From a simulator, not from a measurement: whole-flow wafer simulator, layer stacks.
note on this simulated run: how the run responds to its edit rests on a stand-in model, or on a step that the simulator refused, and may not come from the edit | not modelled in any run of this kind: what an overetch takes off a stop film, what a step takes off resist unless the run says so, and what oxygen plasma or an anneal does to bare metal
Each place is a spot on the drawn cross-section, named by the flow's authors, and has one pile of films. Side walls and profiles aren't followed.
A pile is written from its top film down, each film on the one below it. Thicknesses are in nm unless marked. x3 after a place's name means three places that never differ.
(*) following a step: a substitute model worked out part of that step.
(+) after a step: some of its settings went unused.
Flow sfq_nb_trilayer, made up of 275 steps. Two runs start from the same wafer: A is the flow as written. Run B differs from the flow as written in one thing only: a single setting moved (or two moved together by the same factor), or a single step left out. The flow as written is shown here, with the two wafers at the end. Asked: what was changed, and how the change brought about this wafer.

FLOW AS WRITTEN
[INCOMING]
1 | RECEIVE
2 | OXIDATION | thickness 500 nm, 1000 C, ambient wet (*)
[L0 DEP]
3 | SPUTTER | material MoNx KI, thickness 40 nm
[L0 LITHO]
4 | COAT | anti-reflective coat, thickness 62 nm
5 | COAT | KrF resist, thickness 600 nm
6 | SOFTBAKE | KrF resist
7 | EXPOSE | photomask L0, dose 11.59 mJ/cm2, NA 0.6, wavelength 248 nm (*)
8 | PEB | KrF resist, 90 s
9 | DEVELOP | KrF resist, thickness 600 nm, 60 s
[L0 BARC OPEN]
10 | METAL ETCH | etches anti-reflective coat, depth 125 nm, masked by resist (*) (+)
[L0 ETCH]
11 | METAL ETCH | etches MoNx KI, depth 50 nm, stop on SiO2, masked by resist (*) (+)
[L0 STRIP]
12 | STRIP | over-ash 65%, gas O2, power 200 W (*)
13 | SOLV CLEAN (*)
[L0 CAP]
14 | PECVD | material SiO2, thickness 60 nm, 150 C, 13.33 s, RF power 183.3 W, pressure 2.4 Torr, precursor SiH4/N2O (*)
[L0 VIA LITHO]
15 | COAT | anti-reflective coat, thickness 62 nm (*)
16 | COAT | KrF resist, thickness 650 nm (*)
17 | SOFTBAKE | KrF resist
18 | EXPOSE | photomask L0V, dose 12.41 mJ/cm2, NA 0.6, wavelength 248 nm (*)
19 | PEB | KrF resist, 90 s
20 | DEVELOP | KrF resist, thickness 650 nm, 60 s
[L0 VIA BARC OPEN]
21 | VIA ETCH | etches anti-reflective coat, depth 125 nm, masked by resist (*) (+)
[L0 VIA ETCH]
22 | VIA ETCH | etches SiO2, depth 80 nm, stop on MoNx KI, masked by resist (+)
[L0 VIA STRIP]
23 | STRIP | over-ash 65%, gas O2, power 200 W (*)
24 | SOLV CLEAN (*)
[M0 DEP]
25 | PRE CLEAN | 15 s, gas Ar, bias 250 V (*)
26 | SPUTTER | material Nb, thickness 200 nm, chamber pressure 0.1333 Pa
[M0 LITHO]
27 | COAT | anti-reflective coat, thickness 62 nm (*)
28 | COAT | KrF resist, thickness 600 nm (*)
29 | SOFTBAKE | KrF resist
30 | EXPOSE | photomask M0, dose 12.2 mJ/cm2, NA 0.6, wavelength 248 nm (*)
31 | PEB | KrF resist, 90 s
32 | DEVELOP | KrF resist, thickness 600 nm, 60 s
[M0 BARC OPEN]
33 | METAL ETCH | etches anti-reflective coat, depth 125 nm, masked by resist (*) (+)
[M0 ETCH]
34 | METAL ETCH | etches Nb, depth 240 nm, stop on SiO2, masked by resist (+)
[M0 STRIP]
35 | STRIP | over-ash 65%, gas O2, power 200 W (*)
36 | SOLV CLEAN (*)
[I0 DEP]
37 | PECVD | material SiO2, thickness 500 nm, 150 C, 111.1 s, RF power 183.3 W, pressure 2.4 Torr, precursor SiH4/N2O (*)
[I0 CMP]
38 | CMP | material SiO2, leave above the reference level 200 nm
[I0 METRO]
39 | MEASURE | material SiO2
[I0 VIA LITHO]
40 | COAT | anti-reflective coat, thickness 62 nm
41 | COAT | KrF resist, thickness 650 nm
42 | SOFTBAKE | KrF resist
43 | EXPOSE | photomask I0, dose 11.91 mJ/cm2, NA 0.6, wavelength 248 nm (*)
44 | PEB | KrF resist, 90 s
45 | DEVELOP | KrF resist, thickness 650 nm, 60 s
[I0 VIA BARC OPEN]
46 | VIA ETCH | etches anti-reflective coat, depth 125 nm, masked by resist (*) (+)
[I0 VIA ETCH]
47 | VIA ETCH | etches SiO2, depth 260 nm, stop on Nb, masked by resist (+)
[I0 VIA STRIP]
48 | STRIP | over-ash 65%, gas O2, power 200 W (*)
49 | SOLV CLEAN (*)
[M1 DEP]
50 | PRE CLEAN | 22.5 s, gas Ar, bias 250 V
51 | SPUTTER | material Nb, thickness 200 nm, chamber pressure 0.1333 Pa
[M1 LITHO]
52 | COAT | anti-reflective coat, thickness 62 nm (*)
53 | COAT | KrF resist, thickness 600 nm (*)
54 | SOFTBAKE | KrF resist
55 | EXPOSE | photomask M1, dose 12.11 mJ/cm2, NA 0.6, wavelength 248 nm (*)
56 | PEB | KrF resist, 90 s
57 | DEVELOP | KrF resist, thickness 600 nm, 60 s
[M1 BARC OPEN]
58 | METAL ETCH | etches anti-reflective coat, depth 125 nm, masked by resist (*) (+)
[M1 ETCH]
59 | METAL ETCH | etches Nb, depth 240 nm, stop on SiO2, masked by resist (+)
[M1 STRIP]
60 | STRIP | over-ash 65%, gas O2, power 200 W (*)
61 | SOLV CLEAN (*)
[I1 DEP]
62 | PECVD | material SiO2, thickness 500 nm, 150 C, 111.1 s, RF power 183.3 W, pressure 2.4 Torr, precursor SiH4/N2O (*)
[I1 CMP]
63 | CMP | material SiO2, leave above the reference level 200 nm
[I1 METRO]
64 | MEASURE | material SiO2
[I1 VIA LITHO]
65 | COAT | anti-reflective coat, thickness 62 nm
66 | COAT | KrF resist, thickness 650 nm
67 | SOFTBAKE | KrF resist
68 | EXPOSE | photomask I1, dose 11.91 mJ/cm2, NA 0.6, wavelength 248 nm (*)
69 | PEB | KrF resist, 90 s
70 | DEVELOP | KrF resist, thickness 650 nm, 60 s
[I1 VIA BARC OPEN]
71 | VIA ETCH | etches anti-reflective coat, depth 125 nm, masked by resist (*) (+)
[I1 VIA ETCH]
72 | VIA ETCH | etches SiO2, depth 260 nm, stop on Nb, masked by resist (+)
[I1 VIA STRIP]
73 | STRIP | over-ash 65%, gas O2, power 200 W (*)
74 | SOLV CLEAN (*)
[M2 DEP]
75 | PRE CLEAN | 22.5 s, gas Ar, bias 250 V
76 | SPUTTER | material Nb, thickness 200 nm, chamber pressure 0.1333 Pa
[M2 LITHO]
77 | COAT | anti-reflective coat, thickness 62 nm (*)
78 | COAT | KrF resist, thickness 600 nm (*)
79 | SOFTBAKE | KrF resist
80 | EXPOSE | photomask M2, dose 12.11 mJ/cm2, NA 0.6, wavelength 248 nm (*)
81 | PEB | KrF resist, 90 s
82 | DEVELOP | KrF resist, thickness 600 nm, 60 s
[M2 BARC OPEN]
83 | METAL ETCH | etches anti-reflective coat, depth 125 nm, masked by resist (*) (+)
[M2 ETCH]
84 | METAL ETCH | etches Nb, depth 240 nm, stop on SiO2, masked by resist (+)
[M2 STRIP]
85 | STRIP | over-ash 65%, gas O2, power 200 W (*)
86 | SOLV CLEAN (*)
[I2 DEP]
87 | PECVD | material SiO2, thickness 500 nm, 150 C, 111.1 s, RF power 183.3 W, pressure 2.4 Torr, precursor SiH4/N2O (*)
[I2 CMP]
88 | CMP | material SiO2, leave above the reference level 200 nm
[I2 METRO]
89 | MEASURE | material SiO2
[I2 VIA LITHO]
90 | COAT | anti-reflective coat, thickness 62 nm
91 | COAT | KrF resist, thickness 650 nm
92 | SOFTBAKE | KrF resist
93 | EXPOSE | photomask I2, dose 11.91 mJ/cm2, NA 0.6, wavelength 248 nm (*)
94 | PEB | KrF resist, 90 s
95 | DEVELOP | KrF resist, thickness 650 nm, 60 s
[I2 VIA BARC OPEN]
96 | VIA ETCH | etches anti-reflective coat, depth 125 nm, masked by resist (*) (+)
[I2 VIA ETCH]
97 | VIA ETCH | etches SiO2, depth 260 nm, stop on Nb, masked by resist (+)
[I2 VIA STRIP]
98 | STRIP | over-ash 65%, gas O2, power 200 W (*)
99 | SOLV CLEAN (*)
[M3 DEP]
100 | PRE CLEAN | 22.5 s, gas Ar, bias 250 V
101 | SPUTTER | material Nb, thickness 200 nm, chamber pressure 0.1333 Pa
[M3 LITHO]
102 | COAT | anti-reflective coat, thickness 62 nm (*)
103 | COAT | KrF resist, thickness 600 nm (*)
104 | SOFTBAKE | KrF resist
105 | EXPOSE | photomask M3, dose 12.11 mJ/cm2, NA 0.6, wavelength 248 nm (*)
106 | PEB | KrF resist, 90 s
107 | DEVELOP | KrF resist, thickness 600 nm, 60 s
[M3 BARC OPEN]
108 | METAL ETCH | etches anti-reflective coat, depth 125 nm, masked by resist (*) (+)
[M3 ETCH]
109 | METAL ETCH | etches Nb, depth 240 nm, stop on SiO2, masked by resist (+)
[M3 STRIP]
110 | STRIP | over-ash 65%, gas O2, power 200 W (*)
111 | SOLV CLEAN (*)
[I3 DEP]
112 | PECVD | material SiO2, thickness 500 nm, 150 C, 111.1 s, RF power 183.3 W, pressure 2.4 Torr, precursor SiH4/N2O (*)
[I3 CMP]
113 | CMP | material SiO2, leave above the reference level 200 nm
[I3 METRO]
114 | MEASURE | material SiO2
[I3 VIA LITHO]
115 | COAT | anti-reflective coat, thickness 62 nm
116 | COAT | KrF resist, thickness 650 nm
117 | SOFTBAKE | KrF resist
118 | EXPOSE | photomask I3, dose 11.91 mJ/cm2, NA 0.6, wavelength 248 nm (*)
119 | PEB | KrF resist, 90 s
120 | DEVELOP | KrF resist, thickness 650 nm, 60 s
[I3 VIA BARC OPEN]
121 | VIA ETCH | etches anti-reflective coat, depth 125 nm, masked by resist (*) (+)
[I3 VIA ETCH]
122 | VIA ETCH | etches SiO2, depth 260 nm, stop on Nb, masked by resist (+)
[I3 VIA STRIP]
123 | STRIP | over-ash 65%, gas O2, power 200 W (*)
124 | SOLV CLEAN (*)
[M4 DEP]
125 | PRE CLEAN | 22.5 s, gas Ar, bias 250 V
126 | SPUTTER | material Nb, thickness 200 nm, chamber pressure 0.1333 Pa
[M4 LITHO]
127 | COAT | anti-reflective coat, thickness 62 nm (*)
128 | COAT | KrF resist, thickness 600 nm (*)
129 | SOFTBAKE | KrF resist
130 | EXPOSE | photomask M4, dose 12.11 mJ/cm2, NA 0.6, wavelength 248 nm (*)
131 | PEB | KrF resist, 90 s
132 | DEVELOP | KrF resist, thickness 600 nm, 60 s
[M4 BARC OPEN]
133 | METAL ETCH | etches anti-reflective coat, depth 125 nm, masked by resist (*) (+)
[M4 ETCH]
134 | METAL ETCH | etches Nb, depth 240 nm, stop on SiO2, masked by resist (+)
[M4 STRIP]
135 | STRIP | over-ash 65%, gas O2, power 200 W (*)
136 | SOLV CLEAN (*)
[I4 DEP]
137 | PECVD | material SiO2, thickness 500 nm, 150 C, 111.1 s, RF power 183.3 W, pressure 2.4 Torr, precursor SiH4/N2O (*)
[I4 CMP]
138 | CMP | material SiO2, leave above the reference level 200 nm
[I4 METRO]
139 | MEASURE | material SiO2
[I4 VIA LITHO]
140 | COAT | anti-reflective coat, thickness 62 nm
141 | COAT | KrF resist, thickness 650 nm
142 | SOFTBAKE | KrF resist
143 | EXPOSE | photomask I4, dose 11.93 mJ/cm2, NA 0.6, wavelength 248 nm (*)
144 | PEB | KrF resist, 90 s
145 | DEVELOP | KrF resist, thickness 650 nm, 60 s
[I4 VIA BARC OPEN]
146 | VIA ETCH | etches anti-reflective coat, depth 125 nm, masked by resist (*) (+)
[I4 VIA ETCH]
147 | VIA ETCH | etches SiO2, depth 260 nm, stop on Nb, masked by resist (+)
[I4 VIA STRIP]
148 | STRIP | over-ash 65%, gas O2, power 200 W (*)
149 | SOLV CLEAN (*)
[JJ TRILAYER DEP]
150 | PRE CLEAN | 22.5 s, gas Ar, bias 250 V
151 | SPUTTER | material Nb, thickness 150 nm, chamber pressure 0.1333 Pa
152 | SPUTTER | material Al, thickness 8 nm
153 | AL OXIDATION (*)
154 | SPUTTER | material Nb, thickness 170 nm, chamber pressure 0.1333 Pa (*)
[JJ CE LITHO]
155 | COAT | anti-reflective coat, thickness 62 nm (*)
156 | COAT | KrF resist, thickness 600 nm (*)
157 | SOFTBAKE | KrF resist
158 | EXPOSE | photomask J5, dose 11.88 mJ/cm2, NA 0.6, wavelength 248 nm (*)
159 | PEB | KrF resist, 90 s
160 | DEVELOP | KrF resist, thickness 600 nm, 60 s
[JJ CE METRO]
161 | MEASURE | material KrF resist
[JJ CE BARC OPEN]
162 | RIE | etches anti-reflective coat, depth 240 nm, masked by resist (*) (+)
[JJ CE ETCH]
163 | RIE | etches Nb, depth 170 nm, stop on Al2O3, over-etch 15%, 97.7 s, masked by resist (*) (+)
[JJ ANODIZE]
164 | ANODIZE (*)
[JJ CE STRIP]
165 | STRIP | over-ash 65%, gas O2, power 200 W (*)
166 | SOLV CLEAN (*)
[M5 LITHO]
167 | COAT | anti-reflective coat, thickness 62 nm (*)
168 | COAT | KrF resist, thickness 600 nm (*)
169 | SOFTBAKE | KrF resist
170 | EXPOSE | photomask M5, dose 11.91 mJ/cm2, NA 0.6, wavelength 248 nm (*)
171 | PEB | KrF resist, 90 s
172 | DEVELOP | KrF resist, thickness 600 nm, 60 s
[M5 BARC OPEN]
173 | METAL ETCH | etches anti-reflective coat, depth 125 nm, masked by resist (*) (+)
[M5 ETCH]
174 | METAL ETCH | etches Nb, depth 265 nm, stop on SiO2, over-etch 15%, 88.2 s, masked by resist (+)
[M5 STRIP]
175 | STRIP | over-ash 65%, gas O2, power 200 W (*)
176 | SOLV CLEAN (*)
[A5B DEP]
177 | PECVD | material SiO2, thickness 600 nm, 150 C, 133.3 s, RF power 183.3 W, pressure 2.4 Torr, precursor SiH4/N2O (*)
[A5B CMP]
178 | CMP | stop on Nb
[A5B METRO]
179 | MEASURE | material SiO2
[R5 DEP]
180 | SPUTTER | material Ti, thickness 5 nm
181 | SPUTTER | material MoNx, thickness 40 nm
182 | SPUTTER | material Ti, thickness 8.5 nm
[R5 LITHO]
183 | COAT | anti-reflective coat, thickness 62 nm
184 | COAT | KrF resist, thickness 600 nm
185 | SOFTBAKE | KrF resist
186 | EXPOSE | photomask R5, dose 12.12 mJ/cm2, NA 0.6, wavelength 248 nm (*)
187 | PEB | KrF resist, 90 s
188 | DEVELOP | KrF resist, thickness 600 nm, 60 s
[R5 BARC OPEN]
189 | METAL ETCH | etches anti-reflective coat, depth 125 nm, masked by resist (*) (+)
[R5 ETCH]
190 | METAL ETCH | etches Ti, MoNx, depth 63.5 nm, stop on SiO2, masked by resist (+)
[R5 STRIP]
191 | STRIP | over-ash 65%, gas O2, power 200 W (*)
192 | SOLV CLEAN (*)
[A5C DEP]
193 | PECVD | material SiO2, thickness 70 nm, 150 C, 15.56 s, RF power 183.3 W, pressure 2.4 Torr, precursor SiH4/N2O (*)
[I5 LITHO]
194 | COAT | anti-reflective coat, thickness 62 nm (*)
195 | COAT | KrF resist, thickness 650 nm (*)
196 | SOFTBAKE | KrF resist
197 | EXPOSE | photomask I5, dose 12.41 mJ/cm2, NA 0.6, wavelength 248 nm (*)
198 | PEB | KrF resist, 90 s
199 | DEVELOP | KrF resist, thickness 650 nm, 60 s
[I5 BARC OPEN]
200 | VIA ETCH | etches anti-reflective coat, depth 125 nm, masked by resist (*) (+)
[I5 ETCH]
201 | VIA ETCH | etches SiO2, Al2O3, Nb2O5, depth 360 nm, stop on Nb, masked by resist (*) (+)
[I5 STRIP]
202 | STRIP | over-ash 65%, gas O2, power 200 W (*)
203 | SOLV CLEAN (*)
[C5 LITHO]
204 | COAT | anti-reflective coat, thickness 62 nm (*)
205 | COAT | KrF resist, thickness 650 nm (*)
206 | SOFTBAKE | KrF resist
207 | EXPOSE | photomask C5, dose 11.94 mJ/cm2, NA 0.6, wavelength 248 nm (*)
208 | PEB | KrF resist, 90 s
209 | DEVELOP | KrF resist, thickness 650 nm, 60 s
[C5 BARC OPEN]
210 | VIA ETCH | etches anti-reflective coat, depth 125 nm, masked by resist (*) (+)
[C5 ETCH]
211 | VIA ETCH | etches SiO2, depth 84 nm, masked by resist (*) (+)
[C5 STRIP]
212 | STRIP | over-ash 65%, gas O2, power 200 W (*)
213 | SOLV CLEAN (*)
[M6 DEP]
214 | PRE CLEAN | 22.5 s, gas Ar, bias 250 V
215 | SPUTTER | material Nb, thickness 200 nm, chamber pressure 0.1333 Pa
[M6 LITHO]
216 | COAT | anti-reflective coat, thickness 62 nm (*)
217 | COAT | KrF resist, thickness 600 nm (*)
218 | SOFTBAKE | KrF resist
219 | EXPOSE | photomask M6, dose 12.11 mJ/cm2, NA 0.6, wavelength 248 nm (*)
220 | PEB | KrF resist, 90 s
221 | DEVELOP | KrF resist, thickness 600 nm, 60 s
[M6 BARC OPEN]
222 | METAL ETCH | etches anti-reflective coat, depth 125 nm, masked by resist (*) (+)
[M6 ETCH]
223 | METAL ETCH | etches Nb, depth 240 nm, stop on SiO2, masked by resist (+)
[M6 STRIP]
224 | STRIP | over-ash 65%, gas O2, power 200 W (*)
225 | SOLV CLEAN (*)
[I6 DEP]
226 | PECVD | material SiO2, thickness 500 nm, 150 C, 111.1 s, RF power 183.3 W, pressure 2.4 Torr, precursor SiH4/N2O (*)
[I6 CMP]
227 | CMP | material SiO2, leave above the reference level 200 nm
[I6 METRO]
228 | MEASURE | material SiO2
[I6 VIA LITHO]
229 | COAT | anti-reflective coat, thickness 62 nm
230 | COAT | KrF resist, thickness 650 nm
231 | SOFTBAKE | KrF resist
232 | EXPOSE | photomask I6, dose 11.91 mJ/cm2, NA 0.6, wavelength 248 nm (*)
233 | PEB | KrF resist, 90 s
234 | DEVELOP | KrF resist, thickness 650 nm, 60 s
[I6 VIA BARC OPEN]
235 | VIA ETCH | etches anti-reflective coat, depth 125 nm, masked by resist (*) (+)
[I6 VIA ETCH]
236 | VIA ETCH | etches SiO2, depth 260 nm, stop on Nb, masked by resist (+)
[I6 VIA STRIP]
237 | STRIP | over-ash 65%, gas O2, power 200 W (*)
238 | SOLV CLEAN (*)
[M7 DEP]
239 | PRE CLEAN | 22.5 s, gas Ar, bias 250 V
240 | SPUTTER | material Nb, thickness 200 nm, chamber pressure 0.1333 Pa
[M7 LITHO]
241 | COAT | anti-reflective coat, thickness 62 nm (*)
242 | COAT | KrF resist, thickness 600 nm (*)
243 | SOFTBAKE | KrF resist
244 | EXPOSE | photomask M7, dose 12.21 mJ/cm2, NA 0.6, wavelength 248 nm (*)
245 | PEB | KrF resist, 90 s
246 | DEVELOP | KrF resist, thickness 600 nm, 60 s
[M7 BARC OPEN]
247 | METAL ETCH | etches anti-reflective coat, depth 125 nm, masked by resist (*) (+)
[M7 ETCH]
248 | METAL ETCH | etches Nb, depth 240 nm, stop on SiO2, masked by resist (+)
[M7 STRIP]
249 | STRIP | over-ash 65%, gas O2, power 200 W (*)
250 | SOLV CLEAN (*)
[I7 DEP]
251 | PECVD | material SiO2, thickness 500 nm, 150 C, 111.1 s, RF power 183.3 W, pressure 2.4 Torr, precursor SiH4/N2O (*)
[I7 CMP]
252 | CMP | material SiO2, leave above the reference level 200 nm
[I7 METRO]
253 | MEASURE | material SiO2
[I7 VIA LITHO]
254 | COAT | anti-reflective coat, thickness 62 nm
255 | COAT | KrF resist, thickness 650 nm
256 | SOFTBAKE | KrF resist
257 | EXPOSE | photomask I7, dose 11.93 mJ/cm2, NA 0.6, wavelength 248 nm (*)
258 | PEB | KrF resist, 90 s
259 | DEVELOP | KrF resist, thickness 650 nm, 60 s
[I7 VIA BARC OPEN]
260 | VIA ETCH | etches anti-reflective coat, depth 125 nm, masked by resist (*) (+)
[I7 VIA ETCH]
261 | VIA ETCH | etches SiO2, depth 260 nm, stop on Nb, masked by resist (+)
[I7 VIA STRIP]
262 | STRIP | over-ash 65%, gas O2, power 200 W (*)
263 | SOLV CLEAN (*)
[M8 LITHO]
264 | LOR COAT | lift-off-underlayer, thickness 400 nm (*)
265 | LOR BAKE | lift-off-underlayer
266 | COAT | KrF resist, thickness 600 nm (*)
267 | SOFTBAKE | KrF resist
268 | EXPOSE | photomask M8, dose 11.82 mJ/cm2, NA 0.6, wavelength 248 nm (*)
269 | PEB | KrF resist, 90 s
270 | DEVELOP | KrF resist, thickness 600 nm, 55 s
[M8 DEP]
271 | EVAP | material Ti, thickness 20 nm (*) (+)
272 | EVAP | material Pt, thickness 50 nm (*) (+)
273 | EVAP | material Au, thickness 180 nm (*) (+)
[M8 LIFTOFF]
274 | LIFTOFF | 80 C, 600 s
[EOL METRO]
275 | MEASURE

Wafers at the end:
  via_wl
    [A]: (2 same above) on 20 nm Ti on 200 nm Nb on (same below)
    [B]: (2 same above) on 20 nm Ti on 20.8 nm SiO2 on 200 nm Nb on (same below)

The reason: step 261, VIA ETCH: depth 179 nm was run, while the flow as written has depth 260 nm.

How this came from the change, step by step:
  261 | VIA ETCH | etches SiO2, depth 260 nm, stop on Nb, masked by resist (+)
      via_wl, via_w, via_wr: A -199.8 SiO2 (all of it) | B -179 SiO2
      field_l, v_sur, via_sp and 100 more: A -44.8 KrF resist | B -30.9 KrF resist
  262 | STRIP | over-ash 65%, gas O2, power 200 W (*)
      field_l, v_sur, via_sp and 100 more: A -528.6 KrF resist (all of it), -62 anti-reflective coat (all of it) | B -542.6 KrF resist (all of it), -62 anti-reflective coat (all of it)
  264 | LOR COAT | lift-off-underlayer, thickness 400 nm (*)
      via_wl, via_wr: A +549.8 lift-off-underlayer (new film) | B +534.2 lift-off-underlayer (new film)
      via_w: A +536.4 lift-off-underlayer (new film) | B +522.2 lift-off-underlayer (new film)
  270 | DEVELOP | KrF resist, thickness 600 nm, 55 s
      via_wl: A -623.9 KrF resist (all of it), -549.8 lift-off-underlayer (all of it) | B -621.2 KrF resist (all of it), -534.2 lift-off-underlayer (all of it)
      via_w: A -635.4 KrF resist (all of it), -536.4 lift-off-underlayer (all of it) | B -631.6 KrF resist (all of it), -522.2 lift-off-underlayer (all of it)
      (also at 1 further place)
If metal films that touch count as one body, via_wl has 8 bodies (between them, from the top down: SiO2 20.8; SiO2 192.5; SiO2 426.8 / Al2O3 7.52 / Nb2O5 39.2; SiO2 192.5; SiO2 192.5; SiO2 192.5; SiO2 192.5); the flow as written gives 7 bodies (between them, from the top down: SiO2 192.5; SiO2 426.8 / Al2O3 7.52 / Nb2O5 39.2; SiO2 192.5; SiO2 192.5; SiO2 192.5; SiO2 192.5).
